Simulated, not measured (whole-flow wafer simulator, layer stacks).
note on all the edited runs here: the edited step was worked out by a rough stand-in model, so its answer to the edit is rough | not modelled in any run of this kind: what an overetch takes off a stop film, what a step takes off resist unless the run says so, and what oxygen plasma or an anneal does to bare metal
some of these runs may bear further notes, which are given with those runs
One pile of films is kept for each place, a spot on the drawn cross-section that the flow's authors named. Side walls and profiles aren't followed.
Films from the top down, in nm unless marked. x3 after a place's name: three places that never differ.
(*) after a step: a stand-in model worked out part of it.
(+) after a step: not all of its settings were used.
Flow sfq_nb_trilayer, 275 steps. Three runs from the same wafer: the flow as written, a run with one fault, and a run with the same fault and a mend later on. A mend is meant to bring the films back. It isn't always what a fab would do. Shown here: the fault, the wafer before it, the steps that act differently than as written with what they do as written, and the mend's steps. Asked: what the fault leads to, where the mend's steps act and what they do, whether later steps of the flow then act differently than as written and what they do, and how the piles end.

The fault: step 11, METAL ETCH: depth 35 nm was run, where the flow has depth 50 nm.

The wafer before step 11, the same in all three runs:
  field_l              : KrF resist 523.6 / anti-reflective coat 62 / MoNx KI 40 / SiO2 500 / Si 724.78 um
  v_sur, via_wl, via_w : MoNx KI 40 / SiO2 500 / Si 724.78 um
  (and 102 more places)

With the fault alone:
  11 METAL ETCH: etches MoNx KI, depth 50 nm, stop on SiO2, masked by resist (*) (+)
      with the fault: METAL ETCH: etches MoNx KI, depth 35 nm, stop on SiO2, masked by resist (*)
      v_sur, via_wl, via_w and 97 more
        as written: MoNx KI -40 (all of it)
        with the fault: MoNx KI -35
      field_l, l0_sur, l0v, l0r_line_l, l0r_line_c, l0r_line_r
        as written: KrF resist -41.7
        with the fault: KrF resist -29.2
  Later steps of the flow that act differently than as written (9 more steps differ only slightly, by at most 2% or 0.5 nm, whichever is larger, and aren't shown):
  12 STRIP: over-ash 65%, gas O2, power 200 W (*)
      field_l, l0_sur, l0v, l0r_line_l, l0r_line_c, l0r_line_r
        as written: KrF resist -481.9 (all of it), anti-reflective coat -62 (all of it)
        with the fault: KrF resist -494.4 (all of it), anti-reflective coat -62 (all of it)
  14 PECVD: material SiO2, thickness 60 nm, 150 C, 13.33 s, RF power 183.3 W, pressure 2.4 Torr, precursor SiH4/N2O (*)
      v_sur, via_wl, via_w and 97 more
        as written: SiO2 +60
        with the fault: SiO2 +60 (new film)
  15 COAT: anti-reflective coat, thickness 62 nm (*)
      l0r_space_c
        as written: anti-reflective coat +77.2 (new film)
        with the fault: anti-reflective coat +75.4 (new film)
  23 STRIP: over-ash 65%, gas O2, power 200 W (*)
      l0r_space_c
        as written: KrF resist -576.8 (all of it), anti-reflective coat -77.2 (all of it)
        with the fault: KrF resist -574.6 (all of it), anti-reflective coat -75.4 (all of it)
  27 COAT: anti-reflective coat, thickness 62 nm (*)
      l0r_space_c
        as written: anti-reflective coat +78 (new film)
        with the fault: anti-reflective coat +75.9 (new film)
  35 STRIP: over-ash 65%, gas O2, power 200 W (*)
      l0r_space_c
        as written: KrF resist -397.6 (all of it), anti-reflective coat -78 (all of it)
        with the fault: KrF resist -395.7 (all of it), anti-reflective coat -75.9 (all of it)
  At the end the piles differ from the flow's by more than 2% or 0.5 nm, whichever is larger, at v_sur, via_wl, via_w and 97 more.
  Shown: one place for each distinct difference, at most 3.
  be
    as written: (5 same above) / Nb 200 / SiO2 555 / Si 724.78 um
    with the fault: (5 same above) / Nb 200 / SiO2 55 / MoNx KI 5 / SiO2 500 / Si 724.78 um
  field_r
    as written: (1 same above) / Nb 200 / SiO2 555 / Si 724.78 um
    with the fault: (1 same above) / Nb 200 / SiO2 55 / MoNx KI 5 / SiO2 500 / Si 724.78 um
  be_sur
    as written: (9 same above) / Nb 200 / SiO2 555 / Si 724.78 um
    with the fault: (9 same above) / Nb 200 / SiO2 55 / MoNx KI 5 / SiO2 500 / Si 724.78 um

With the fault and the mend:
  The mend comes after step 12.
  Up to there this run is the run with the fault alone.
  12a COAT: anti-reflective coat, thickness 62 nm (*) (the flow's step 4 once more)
      p4_fl x3, p4_w1 x9, p4_g1 x2 and 59 more
        anti-reflective coat +62 (new film)
      be, be_sur, gap and 10 more
        anti-reflective coat +63.5 (new film)
      via_v, wire, field_r, lsp_l
        anti-reflective coat +63.6 (new film)
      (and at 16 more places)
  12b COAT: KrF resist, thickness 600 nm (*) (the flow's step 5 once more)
      p4_fl x3, p4_w1 x9, p4_g1 x2 and 59 more
        KrF resist +600 (new film)
      jj_sur, ce_l, c5j, ce_r, sp_r, be_r, r_sur
        KrF resist +605.9 (new film)
      be_sur, gap, res, r_end
        KrF resist +606 (new film)
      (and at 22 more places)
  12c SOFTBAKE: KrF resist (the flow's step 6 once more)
      changes no film at any place that is followed
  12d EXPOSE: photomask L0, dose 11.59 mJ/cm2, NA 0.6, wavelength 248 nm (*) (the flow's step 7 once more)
      changes no film at any place that is followed
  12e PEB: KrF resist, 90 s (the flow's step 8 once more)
      p4_fl x3, p4_w1 x9, p4_g1 x2 and 62 more
        KrF resist -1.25
      v_sur, via_w, via_wr and 22 more
        KrF resist -1.27
      field_l, l0_sur, l0v
        KrF resist -1.24
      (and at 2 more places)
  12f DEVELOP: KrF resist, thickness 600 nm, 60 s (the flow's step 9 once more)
      p4_fl x3, p4_w1 x9, p4_g1 x2 and 59 more
        KrF resist -598.7 (all of it)
      jj_sur, ce_l, c5j, ce_r, sp_r, be_r, r_sur
        KrF resist -604.6 (all of it)
      field_l, l0_sur, l0v, l0r_line_l, l0r_line_c, l0r_line_r
        KrF resist -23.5
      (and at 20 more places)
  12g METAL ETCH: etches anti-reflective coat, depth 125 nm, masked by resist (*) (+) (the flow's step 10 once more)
      p4_fl x3, p4_w1 x9, p4_g1 x2 and 59 more
        anti-reflective coat -62 (all of it)
      be, be_sur, gap and 10 more
        anti-reflective coat -63.5 (all of it)
      field_l, l0_sur, l0v, l0r_line_l, l0r_line_c, l0r_line_r
        KrF resist -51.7
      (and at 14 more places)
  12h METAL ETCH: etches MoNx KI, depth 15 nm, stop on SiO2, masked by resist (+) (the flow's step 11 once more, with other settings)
      v_sur, via_wl, via_w and 97 more
        MoNx KI -5 (all of it)
      field_l, l0_sur, l0v, l0r_line_l, l0r_line_c, l0r_line_r
        KrF resist -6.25
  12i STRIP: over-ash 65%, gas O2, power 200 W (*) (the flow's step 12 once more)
      l0r_line_l, l0r_line_c, l0r_line_r
        KrF resist -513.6 (all of it), anti-reflective coat -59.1 (all of it)
      field_l
        KrF resist -509.2 (all of it), anti-reflective coat -57 (all of it)
      l0_sur
        KrF resist -510.7 (all of it), anti-reflective coat -54.6 (all of it)
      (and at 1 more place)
  No later step of the flow acts differently than as written at any place that is followed.
  At the end the piles are the same as the flow's at every place that both follow.
